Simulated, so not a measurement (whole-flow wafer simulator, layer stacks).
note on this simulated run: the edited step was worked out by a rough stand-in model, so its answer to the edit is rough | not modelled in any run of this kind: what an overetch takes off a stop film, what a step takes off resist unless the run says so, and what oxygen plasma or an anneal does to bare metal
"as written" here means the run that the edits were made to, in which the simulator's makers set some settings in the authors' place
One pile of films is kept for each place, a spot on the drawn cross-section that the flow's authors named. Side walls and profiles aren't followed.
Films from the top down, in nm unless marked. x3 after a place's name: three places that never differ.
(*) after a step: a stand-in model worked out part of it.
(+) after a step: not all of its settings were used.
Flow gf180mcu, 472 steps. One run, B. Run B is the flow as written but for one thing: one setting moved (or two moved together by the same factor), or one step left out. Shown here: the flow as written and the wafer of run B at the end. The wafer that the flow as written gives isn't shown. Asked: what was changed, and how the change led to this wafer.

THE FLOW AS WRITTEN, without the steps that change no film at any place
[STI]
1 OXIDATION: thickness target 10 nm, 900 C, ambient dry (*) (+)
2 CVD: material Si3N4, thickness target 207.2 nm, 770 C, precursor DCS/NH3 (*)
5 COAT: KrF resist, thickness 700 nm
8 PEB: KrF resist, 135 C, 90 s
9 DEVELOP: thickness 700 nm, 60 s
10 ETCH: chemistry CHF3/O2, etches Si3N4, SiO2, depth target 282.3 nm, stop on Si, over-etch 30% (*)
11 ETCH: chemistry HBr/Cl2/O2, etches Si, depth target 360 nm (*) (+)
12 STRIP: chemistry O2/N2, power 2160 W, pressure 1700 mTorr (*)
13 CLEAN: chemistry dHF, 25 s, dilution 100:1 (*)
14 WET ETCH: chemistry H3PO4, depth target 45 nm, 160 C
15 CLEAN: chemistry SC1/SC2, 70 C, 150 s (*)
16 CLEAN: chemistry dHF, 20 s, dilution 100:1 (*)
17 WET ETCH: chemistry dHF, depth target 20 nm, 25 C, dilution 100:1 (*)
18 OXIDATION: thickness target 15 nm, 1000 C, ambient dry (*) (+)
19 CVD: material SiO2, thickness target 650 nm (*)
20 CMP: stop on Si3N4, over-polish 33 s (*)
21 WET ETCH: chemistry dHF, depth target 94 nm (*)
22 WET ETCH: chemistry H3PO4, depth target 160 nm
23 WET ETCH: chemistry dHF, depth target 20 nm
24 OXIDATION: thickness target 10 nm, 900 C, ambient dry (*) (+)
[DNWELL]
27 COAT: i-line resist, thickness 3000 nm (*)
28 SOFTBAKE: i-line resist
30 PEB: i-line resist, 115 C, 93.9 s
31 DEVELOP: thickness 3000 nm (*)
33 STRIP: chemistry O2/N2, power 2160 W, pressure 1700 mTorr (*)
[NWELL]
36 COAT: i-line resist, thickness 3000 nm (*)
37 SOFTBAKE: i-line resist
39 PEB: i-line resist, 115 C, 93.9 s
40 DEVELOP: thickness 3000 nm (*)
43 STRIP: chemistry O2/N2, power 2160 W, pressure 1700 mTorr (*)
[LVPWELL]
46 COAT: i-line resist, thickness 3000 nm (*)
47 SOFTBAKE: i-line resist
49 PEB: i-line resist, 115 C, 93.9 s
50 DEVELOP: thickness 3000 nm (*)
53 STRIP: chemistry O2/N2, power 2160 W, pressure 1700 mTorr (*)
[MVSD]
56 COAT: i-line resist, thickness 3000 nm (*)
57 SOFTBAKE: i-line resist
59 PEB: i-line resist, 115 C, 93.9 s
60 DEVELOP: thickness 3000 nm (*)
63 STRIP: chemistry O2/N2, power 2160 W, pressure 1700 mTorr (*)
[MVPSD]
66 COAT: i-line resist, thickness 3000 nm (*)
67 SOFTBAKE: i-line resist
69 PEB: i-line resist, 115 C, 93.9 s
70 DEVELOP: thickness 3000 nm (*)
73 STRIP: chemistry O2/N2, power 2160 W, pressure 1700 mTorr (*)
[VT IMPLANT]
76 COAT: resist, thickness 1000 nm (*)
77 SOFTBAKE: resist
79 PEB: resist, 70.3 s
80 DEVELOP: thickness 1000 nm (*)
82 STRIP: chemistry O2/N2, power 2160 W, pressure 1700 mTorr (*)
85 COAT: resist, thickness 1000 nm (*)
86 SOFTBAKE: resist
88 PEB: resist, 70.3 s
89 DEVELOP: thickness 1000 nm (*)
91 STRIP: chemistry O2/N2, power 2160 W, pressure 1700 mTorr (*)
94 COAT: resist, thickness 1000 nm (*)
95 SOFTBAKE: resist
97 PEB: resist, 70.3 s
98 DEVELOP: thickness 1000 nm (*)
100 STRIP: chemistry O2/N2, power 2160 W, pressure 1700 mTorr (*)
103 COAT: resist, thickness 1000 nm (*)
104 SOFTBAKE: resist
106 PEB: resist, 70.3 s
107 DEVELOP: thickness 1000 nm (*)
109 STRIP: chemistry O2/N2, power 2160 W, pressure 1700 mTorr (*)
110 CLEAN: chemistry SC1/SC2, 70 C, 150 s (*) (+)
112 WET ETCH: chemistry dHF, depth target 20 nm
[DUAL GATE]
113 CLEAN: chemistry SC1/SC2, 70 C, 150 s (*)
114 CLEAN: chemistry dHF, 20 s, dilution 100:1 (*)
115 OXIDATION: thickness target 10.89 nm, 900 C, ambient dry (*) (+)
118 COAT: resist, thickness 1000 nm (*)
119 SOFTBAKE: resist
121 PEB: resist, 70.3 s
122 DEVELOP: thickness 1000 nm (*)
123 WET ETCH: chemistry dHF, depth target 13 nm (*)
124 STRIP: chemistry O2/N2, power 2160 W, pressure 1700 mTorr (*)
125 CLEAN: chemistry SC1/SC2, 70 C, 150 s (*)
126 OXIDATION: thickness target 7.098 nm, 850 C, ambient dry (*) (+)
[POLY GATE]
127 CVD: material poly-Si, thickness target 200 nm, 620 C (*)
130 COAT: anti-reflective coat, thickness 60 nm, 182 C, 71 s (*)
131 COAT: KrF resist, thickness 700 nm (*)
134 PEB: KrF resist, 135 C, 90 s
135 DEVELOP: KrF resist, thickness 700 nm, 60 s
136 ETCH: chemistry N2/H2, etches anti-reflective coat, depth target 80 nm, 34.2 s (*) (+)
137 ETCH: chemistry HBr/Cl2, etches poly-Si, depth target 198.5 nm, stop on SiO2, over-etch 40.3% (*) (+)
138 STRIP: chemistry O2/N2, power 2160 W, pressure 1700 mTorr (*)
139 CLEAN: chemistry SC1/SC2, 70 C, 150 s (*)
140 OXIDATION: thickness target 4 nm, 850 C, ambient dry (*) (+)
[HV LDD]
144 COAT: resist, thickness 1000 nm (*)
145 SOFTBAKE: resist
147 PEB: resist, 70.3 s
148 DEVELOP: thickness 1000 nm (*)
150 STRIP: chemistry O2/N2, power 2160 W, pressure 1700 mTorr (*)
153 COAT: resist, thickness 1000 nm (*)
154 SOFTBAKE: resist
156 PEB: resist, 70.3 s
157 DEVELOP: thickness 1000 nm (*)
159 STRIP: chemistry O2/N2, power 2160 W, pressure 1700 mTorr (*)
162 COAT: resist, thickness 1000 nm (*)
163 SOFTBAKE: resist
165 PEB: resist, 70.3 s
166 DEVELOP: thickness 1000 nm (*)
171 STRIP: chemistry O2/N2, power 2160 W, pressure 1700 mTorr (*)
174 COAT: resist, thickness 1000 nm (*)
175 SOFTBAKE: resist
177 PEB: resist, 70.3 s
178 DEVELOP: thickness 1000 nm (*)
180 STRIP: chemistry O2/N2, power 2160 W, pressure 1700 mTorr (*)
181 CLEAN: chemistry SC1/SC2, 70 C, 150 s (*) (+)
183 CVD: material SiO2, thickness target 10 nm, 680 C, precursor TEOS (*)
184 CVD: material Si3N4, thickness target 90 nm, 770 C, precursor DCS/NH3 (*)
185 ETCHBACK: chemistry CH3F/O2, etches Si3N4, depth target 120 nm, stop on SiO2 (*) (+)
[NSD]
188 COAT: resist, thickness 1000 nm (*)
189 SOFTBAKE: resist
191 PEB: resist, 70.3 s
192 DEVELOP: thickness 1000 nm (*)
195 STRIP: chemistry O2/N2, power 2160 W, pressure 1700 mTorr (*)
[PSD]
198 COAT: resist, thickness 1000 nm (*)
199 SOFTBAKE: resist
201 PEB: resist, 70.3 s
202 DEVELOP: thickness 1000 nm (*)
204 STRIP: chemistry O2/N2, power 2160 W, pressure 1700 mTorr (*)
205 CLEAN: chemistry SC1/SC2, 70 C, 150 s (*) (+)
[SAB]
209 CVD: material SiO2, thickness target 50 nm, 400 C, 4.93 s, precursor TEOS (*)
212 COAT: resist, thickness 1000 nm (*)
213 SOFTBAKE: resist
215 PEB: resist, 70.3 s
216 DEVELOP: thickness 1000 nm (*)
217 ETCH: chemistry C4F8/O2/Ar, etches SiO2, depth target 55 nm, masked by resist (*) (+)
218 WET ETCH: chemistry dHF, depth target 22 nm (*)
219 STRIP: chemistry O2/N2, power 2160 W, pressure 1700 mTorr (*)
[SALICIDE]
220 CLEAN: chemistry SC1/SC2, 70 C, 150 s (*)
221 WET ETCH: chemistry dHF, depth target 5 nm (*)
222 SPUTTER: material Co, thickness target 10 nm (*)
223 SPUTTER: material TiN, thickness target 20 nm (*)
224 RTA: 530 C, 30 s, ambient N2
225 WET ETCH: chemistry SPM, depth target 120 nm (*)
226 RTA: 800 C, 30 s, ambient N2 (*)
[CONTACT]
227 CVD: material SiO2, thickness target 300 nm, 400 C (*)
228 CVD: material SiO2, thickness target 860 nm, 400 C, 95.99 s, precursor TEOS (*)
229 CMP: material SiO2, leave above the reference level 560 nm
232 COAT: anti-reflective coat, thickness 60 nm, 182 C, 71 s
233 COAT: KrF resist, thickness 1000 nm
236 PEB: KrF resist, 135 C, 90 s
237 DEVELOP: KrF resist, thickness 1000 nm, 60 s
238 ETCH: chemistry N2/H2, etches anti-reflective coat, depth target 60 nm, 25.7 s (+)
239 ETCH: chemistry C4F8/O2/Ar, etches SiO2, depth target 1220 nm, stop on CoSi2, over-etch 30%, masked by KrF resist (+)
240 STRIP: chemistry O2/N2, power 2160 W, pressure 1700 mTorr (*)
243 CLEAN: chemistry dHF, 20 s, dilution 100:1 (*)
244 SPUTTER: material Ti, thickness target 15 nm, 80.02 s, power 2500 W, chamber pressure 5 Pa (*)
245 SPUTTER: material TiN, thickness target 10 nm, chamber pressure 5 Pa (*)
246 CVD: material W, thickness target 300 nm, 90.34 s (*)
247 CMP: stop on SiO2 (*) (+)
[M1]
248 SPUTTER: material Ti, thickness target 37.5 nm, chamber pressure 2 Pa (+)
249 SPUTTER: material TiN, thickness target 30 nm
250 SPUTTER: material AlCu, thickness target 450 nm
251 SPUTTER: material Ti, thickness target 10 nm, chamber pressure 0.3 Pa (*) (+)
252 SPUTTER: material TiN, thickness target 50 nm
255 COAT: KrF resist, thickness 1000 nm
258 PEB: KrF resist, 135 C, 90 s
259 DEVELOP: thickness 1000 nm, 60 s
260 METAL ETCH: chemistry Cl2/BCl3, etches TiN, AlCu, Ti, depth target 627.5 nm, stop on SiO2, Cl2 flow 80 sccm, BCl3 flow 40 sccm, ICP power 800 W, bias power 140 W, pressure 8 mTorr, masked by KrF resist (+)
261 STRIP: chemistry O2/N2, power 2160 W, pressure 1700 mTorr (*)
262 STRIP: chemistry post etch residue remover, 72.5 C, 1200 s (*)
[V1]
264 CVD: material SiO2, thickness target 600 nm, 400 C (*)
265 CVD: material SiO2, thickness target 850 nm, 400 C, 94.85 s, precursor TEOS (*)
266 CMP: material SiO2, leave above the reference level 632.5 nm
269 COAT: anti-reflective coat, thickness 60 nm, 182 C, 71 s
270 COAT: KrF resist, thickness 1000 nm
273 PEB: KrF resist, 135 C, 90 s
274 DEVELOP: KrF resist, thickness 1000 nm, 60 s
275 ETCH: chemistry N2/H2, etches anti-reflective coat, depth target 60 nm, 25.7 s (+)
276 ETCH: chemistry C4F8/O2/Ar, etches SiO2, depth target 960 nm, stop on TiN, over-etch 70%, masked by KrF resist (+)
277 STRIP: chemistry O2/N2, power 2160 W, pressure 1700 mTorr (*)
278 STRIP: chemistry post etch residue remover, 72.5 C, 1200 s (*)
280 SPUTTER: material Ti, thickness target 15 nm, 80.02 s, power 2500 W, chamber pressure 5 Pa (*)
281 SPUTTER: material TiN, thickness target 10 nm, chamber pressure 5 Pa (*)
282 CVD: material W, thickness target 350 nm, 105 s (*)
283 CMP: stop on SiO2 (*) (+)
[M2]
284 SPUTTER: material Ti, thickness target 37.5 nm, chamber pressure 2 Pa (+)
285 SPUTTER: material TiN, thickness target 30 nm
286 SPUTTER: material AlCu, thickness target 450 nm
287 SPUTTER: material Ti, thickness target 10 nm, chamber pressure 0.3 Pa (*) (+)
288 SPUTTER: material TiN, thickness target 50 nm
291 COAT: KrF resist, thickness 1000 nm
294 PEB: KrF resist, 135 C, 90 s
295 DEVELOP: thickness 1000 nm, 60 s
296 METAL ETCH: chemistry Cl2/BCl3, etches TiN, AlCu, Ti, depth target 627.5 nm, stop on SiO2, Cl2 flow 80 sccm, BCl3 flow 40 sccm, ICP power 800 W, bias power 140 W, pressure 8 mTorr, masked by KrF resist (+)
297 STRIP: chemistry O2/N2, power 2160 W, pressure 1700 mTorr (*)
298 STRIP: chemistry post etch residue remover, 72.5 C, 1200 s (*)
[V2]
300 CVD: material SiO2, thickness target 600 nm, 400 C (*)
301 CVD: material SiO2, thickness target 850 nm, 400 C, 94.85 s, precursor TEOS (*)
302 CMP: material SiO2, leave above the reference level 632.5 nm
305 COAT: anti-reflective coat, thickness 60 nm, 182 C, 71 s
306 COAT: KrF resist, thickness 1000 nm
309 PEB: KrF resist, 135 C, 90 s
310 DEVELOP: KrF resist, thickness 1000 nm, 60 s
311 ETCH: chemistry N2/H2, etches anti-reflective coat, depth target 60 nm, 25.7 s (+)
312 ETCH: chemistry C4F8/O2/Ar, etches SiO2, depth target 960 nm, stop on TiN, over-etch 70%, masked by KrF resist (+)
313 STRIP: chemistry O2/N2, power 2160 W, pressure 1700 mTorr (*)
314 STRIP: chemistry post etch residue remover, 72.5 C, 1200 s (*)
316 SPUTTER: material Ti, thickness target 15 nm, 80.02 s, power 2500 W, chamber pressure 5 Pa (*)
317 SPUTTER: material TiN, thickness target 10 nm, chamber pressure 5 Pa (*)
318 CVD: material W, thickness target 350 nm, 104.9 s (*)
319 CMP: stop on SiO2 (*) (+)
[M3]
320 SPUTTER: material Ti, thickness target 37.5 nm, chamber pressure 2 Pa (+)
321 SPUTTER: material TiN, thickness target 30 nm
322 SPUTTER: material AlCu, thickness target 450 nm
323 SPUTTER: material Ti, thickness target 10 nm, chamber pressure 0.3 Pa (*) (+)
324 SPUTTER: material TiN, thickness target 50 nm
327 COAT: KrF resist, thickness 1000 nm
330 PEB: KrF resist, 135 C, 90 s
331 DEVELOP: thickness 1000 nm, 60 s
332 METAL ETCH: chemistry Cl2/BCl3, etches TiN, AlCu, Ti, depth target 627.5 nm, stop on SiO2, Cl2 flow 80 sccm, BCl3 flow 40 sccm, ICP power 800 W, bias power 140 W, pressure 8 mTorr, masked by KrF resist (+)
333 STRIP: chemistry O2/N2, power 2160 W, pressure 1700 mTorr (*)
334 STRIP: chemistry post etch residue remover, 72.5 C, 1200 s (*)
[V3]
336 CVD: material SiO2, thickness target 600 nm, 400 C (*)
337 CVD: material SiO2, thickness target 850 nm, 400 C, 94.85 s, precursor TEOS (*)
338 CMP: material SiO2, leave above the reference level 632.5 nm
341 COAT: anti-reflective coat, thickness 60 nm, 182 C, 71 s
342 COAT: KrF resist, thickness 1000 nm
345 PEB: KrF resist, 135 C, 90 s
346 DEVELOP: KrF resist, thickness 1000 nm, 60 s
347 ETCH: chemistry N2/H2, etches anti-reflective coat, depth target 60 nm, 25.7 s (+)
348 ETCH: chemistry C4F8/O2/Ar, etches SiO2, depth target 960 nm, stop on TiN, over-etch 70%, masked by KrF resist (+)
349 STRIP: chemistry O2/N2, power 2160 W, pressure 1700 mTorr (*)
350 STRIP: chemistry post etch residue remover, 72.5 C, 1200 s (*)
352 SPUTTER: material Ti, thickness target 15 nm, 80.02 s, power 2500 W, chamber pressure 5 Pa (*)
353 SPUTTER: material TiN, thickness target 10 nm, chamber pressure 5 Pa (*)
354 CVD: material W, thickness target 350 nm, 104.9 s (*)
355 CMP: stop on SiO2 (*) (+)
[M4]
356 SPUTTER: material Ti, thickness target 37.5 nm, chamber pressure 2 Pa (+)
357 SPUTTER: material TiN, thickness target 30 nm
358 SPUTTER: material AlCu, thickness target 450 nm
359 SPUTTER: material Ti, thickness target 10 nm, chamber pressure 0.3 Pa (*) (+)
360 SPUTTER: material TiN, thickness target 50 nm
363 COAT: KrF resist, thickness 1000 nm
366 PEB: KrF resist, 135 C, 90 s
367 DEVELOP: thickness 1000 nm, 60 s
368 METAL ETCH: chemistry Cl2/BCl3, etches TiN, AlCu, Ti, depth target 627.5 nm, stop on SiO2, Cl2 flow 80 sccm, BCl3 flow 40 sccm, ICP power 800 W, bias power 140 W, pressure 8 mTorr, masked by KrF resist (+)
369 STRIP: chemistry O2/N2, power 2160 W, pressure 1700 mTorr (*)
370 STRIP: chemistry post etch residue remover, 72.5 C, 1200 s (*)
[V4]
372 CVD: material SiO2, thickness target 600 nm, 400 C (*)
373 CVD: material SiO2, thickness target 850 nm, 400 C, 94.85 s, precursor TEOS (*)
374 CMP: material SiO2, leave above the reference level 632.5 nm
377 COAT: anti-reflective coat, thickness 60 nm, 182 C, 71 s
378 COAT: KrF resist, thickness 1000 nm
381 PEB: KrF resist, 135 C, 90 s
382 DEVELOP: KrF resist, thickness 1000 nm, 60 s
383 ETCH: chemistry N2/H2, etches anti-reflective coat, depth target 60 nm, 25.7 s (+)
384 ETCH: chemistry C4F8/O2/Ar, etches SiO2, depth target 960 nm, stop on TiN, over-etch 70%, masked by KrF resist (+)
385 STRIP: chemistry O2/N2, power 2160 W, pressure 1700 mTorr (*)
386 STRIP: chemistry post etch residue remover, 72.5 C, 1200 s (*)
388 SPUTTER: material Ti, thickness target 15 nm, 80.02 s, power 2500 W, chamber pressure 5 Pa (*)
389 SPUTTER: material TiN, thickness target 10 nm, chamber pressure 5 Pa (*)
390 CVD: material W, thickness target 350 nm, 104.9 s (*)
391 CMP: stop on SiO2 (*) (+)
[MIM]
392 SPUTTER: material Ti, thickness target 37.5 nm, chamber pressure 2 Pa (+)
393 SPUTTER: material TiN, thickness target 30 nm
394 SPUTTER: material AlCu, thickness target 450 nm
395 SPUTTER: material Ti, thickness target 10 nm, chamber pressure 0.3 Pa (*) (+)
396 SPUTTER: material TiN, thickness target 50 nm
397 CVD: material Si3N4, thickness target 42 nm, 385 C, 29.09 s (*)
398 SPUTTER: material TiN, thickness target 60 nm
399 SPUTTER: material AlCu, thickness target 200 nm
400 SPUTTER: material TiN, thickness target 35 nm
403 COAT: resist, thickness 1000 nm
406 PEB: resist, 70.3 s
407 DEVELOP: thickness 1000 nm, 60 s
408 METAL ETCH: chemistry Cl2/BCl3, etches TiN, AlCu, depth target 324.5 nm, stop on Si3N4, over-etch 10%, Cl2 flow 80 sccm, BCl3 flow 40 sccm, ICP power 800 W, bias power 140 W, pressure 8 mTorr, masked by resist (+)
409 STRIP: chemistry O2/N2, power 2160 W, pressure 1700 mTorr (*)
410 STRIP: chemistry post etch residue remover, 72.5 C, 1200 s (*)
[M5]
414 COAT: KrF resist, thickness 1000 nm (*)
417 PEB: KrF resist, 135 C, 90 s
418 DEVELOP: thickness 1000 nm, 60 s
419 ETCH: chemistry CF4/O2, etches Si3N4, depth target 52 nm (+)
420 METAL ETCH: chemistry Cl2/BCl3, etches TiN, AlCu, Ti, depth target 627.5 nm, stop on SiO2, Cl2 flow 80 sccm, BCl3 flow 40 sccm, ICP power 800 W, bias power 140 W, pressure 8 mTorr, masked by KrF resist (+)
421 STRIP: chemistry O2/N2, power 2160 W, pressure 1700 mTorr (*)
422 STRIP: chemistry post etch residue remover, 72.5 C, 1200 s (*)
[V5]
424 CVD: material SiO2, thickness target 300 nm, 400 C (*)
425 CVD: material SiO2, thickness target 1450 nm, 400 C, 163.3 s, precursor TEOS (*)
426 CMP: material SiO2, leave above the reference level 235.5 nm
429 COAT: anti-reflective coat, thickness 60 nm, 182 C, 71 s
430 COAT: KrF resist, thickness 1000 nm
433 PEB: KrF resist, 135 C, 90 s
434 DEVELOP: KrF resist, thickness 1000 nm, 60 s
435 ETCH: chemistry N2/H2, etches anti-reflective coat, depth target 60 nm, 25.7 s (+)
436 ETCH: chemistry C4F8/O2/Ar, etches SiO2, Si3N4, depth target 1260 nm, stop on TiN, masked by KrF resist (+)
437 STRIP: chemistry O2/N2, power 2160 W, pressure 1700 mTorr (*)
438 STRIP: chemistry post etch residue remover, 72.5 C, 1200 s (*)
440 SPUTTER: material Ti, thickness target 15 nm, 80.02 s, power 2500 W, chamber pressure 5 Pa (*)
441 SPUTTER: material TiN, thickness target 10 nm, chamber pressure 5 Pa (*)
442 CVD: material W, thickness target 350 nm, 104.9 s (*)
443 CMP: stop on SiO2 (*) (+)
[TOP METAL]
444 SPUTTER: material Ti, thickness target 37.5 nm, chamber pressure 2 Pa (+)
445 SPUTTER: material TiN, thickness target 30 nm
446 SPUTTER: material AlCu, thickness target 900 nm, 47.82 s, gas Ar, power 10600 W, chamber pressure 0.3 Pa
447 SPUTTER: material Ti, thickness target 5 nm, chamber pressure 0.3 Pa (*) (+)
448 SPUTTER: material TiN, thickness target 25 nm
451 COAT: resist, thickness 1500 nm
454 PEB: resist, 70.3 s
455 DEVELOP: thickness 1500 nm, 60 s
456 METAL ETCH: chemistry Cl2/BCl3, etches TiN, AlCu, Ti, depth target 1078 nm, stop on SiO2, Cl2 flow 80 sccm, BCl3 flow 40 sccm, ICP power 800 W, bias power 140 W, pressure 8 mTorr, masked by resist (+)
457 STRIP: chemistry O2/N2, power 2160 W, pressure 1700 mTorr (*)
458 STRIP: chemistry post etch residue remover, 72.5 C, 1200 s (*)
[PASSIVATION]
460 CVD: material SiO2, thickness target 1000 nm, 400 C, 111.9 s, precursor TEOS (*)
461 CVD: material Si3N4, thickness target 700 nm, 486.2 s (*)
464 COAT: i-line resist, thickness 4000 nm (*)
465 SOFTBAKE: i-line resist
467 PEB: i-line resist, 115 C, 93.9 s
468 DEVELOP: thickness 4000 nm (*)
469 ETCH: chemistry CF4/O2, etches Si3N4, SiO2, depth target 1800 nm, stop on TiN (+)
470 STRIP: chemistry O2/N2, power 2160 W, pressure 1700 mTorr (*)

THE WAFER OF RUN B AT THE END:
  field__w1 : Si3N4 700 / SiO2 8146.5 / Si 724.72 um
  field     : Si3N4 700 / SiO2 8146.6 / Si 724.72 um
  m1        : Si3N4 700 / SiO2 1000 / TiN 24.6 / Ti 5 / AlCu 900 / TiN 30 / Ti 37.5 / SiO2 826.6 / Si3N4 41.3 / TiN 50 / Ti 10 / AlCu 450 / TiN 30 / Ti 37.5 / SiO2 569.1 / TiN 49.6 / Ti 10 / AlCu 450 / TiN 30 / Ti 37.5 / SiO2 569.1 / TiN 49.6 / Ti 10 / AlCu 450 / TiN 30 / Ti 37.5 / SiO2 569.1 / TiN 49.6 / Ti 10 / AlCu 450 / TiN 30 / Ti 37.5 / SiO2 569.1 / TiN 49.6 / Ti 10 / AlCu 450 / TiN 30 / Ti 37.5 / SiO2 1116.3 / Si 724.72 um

The cause: step 11, ETCH: depth target 279 nm was run, where the flow has depth target 360 nm.

How the change led to this, step by step:
  11 ETCH: chemistry HBr/Cl2/O2, etches Si, depth target 360 nm (*) (+)
      active, n_well, p_well and 40 more: KrF resist -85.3 (as written it would be: KrF resist -112.3)
      field, field_sub, sti and 34 more: Si -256 (as written it would be: Si -337)
  12 STRIP: chemistry O2/N2, power 2160 W, pressure 1700 mTorr (*)
      active, n_well, p_well and 40 more: KrF resist -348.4 (all of it) (as written it would be: KrF resist -321.4 (all of it))
  19 CVD: material SiO2, thickness target 650 nm (*)
      m1, ld_fp_n, ld_drift_n and 8 more: SiO2 +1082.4 (as written it would be: SiO2 +1163.4)
  20 CMP: stop on Si3N4, over-polish 33 s (*)
      sti, mim_1p0, pad and 11 more: SiO2 -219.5 (as written it would be: SiO2 -138.5)
      nw_enc_fld, nw_enc_fld_lv: SiO2 -223.5 (as written it would be: SiO2 -142.5)
      (and at 10 more places)
